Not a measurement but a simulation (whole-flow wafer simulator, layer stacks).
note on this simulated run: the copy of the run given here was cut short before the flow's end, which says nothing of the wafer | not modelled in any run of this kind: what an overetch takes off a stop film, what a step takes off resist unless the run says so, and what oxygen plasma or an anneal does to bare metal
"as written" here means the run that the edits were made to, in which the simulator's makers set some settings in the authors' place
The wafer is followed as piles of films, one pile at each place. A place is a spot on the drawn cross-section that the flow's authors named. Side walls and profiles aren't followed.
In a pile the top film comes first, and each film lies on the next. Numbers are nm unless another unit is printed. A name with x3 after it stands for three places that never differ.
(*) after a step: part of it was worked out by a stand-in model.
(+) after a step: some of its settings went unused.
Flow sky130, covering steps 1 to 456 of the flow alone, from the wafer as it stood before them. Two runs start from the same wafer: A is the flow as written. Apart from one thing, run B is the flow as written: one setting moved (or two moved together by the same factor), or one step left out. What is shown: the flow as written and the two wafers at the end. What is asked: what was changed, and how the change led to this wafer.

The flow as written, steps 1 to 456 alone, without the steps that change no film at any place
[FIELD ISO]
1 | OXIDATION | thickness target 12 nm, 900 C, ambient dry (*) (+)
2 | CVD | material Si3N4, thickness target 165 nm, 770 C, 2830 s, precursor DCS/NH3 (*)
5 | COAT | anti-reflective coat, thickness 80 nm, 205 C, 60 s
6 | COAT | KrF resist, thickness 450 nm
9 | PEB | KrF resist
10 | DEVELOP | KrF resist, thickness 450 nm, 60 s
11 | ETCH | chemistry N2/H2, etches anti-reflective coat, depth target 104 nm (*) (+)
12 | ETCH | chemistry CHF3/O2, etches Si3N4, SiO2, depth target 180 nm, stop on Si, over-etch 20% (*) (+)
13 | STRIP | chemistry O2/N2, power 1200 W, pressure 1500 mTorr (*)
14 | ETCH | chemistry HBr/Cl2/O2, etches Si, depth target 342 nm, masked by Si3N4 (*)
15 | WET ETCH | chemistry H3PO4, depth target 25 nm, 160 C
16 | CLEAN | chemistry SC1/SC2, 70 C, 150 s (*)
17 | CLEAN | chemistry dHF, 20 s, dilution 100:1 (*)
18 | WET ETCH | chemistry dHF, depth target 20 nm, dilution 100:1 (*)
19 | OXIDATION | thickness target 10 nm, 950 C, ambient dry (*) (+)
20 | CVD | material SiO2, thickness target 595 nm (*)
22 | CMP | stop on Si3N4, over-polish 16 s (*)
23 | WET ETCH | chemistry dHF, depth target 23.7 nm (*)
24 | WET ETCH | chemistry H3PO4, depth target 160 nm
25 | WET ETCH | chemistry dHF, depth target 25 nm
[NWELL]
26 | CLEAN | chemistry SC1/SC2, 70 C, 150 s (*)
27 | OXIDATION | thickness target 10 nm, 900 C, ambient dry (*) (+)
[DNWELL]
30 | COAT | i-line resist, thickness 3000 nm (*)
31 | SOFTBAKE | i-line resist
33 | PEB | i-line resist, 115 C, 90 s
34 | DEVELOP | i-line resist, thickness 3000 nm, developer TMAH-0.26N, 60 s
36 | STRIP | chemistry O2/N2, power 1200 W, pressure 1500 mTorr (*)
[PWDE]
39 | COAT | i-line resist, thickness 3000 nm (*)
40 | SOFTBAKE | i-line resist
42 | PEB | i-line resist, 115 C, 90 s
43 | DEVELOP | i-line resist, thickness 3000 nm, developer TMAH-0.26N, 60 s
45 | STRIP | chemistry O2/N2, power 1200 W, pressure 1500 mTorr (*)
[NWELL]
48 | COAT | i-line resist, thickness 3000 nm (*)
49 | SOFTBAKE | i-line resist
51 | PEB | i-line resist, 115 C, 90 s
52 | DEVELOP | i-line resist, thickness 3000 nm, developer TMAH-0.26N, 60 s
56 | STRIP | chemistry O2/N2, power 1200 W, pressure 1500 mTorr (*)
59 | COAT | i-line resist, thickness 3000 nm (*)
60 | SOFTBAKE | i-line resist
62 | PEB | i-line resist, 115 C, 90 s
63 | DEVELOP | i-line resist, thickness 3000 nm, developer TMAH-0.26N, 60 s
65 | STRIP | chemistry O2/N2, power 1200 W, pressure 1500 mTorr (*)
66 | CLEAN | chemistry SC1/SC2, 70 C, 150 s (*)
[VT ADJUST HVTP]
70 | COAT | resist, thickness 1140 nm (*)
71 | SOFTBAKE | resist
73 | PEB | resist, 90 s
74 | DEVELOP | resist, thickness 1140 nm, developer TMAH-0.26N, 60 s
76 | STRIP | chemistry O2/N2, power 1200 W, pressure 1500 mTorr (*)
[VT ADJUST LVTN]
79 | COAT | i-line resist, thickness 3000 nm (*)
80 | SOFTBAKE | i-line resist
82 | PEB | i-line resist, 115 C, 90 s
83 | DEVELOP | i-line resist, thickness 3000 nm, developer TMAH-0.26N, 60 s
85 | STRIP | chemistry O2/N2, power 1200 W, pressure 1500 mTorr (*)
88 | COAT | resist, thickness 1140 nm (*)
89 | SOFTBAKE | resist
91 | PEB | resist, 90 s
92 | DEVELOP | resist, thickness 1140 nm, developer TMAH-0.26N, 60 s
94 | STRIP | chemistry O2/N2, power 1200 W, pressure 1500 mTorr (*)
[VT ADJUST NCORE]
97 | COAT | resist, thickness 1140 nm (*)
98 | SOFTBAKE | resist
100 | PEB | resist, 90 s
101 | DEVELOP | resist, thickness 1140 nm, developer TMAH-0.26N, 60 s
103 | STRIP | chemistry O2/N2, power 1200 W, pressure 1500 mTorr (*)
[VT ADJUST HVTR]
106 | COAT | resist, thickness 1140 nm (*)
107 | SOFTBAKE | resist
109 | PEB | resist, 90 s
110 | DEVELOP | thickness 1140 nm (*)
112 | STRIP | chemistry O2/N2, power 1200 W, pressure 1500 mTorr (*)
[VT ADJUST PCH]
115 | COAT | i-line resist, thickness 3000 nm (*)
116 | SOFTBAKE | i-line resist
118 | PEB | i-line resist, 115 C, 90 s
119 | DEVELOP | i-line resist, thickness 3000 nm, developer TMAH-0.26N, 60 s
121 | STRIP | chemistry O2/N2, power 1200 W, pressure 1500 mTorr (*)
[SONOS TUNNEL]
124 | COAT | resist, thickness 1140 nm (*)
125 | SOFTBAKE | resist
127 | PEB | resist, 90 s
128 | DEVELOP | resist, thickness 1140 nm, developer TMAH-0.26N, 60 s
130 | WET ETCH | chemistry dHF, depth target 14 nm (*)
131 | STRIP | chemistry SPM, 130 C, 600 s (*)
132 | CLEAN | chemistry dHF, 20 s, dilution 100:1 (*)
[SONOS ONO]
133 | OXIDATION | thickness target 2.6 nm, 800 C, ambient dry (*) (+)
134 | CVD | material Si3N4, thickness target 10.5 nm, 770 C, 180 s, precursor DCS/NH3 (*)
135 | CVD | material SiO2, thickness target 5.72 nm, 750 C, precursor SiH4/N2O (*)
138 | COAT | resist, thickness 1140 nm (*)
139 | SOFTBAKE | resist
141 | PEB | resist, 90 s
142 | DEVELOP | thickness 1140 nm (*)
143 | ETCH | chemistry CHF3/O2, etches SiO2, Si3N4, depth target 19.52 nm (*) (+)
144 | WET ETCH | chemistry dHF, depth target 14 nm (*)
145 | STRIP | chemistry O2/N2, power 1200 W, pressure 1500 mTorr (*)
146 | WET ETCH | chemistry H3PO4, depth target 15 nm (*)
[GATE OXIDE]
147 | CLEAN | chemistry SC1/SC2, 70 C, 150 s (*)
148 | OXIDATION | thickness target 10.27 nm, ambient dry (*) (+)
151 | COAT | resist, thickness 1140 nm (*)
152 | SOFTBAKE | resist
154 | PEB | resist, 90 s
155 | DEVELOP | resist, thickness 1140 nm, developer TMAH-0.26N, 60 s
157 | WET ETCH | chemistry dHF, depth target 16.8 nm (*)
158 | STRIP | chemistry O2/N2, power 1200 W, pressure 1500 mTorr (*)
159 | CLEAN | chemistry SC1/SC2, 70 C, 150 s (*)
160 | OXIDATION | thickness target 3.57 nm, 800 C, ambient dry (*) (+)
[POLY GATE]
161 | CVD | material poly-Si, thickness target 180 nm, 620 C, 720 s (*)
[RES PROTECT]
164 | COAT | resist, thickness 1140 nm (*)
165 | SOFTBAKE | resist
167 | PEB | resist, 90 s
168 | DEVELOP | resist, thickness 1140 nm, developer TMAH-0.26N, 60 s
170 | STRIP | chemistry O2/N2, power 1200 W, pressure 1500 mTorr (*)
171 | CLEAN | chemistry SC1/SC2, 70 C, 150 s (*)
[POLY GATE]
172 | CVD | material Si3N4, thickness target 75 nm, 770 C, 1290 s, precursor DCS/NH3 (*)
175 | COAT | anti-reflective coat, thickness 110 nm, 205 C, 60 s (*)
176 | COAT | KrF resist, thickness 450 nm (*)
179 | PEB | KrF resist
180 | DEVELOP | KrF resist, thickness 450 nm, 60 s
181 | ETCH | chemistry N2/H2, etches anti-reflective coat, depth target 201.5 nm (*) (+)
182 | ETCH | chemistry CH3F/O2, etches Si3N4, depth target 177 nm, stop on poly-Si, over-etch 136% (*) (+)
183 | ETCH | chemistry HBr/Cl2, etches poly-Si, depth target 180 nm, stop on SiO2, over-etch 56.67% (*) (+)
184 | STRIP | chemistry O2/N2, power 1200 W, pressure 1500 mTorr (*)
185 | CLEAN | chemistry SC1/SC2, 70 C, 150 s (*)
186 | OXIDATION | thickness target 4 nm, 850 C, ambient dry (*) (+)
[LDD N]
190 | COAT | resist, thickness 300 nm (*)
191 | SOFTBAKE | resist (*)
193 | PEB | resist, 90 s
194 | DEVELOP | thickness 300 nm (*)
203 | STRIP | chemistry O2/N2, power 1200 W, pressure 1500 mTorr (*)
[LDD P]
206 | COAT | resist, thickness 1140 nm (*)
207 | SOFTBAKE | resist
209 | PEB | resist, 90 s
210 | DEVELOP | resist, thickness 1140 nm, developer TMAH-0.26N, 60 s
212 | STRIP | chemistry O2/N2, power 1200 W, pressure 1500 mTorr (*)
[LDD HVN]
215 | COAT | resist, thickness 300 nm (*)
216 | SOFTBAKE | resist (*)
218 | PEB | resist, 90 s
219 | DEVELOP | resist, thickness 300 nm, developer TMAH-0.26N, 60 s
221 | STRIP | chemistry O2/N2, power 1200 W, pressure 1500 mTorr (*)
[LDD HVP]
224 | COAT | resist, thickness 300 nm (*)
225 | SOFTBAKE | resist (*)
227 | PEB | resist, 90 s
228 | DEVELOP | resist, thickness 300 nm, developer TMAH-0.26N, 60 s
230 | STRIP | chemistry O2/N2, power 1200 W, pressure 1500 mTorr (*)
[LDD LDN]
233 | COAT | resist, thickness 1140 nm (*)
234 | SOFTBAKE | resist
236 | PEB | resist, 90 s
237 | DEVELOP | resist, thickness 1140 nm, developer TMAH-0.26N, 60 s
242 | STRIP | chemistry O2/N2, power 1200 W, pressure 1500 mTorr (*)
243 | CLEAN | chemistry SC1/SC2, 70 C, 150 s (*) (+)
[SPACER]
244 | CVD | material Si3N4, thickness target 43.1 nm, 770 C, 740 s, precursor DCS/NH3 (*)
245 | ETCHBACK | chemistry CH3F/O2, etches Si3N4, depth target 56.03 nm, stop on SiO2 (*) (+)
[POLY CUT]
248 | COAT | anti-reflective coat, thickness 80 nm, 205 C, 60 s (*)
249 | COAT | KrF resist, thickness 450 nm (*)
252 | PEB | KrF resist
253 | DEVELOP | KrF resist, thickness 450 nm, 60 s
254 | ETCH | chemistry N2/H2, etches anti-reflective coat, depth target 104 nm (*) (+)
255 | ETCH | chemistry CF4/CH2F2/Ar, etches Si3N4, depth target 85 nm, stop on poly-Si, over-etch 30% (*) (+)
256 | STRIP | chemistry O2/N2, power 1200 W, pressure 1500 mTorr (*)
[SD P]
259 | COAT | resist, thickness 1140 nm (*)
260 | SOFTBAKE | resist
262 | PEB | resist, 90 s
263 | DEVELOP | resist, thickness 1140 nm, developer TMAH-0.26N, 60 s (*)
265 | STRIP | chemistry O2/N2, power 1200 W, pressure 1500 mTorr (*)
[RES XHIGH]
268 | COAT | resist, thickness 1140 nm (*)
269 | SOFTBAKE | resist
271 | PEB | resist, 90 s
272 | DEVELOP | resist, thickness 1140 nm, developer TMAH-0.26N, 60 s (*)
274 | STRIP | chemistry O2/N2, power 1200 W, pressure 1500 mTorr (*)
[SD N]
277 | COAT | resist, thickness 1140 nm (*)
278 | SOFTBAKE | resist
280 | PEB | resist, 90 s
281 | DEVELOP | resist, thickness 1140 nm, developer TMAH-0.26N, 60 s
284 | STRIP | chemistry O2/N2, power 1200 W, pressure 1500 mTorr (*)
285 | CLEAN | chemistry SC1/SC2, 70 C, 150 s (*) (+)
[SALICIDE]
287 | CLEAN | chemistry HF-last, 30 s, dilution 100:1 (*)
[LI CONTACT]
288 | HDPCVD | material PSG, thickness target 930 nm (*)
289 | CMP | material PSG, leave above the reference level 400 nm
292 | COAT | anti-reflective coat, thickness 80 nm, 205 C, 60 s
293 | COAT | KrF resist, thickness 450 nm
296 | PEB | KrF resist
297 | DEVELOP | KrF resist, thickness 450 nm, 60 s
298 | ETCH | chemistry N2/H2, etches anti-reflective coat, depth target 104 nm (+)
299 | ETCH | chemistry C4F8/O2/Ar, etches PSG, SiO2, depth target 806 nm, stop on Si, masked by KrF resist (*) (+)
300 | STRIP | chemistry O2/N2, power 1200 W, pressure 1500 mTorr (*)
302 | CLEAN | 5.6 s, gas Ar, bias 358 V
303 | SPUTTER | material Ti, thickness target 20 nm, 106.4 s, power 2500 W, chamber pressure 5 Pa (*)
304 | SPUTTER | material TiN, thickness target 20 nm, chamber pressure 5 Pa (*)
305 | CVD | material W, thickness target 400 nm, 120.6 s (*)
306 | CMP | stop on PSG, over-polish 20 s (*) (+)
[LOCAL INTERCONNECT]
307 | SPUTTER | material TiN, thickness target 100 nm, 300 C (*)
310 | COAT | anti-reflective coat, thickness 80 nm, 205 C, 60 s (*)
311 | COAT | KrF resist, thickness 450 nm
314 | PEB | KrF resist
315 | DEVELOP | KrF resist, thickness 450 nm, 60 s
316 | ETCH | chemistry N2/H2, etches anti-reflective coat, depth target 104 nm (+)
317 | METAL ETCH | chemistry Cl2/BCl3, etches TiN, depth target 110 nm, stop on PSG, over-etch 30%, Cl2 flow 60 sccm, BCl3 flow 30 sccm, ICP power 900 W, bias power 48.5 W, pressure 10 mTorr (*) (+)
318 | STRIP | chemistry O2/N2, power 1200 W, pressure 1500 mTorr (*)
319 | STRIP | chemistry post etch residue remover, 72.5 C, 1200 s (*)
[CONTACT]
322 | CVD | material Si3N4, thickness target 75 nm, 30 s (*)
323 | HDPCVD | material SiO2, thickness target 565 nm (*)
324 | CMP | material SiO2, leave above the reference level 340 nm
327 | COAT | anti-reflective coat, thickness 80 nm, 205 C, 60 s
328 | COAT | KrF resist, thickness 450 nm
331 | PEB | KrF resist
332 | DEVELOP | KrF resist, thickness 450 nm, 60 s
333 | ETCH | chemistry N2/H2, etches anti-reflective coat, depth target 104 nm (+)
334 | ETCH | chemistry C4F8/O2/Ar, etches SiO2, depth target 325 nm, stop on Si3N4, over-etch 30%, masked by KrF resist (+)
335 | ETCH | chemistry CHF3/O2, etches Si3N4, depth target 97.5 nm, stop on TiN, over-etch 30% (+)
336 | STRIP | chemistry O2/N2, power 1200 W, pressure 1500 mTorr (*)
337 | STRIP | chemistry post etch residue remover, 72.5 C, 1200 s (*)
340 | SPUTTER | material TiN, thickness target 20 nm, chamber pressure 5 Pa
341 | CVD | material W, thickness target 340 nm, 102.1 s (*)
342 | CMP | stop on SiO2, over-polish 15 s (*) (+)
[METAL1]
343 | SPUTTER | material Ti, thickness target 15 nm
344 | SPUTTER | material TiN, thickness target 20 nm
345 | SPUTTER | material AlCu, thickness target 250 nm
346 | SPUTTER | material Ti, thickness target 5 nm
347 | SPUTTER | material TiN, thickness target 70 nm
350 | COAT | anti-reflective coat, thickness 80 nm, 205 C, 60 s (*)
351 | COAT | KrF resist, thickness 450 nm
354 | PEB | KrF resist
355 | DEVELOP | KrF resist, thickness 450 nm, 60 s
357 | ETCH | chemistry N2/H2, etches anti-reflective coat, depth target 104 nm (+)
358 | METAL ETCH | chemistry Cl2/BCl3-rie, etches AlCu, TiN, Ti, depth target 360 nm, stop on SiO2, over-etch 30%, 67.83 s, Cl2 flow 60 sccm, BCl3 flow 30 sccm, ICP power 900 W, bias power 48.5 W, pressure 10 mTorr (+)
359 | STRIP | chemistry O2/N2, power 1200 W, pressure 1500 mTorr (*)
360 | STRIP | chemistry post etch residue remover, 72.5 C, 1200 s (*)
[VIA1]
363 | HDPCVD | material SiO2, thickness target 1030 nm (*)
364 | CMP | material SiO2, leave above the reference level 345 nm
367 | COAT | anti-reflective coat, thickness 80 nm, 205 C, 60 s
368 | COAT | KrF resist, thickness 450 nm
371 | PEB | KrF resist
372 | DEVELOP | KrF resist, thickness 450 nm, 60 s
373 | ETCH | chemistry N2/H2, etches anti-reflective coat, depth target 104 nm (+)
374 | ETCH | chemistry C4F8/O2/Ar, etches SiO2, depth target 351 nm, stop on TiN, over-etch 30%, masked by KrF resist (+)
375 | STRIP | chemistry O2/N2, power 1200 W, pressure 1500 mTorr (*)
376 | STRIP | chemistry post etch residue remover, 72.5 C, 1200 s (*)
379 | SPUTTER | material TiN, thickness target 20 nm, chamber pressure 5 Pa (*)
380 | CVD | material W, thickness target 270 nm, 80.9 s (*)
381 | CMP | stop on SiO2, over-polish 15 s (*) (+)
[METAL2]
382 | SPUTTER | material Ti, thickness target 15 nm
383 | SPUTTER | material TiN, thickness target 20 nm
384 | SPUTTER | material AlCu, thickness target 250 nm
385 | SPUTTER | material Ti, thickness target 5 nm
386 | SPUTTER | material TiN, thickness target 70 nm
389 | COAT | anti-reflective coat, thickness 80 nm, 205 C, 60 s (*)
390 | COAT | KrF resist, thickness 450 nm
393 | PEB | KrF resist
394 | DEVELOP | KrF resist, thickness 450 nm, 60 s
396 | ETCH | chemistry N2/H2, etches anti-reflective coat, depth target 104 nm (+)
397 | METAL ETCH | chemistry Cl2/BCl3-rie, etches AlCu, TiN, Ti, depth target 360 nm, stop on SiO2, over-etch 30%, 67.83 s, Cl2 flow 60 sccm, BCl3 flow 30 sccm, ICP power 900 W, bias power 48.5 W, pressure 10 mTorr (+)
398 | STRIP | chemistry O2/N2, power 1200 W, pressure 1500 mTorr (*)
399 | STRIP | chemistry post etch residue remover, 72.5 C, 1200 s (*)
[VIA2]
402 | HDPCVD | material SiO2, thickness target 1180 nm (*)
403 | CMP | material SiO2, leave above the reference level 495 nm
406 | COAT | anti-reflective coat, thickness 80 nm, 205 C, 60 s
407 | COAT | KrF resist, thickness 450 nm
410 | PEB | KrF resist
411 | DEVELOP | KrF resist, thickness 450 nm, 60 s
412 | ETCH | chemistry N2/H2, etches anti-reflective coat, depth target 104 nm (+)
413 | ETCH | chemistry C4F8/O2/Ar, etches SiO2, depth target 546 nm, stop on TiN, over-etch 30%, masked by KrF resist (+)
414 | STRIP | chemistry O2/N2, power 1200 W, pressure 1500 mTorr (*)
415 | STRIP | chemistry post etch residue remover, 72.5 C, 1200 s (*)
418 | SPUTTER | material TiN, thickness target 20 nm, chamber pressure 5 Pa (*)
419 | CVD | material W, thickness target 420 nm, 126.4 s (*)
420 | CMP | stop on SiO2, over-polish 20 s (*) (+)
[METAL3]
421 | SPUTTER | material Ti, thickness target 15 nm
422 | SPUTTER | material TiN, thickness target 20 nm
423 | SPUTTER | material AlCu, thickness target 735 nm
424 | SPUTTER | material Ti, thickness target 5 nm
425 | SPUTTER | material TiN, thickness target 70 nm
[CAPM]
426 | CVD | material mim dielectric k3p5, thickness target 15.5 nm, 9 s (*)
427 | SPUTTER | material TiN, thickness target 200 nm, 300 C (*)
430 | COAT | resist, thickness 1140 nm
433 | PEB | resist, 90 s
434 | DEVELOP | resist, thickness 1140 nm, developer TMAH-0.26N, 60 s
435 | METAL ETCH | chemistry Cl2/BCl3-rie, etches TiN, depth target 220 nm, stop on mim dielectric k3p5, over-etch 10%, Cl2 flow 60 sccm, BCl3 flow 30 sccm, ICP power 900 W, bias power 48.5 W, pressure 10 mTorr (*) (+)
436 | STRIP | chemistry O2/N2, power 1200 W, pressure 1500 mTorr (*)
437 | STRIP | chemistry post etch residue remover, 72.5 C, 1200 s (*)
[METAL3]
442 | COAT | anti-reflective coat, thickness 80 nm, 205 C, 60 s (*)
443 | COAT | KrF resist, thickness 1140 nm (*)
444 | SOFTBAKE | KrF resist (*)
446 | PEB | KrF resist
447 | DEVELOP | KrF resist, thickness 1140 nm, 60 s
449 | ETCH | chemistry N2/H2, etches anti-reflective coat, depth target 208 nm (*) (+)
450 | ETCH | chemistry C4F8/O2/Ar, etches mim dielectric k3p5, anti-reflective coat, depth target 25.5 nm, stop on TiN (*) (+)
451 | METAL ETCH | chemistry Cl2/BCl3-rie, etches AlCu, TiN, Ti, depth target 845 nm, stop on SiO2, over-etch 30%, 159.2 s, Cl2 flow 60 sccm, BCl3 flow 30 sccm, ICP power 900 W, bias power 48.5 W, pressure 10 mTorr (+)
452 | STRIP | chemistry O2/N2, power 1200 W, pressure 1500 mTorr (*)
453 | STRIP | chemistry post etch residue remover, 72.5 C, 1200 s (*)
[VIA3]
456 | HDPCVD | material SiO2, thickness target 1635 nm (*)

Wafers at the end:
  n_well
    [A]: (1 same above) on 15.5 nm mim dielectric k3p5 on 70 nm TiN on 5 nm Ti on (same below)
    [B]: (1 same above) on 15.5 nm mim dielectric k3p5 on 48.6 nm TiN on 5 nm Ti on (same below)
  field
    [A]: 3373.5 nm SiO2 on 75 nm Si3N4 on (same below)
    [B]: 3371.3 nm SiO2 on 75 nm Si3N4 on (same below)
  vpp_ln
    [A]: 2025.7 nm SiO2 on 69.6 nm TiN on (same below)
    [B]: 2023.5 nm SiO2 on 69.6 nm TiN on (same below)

What caused this: step 425, SPUTTER: thickness target 48.6 nm was run, whereas the flow has thickness target 70 nm.
The wafer itself shows it: n_well has TiN 48.6, and step 425 as written asks for 70 nm.

How this came from the change, step by step:
  425 | SPUTTER | material TiN, thickness target 70 nm
      field, active, n_well and 188 more: A +70 TiN (new film) | B +48.6 TiN (new film)
  451 | METAL ETCH | chemistry Cl2/BCl3-rie, etches AlCu, TiN, Ti, depth target 845 nm, stop on SiO2, over-etch 30%, 159.2 s, Cl2 flow 60 sccm, BCl3 flow 30 sccm, ICP power 900 W, bias power 48.5 W, pressure 10 mTorr (+)
      field, active, gate and 69 more: A -70 TiN (all of it), -5 Ti (all of it), -735 AlCu (all of it), -20 TiN (all of it), -15 Ti (all of it), -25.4 SiO2 | B -48.6 TiN (all of it), -5 Ti (all of it), -735 AlCu (all of it), -20 TiN (all of it), -15 Ti (all of it), -27.5 SiO2
      vpp_ln, vpp_iso2, ndiff_ln and 10 more: A -70 TiN (all of it), -5 Ti (all of it), -735 AlCu (all of it), -20 TiN (all of it), -15 Ti (all of it), -25.3 SiO2 | B -48.6 TiN (all of it), -5 Ti (all of it), -735 AlCu (all of it), -20 TiN (all of it), -15 Ti (all of it), -27.5 SiO2
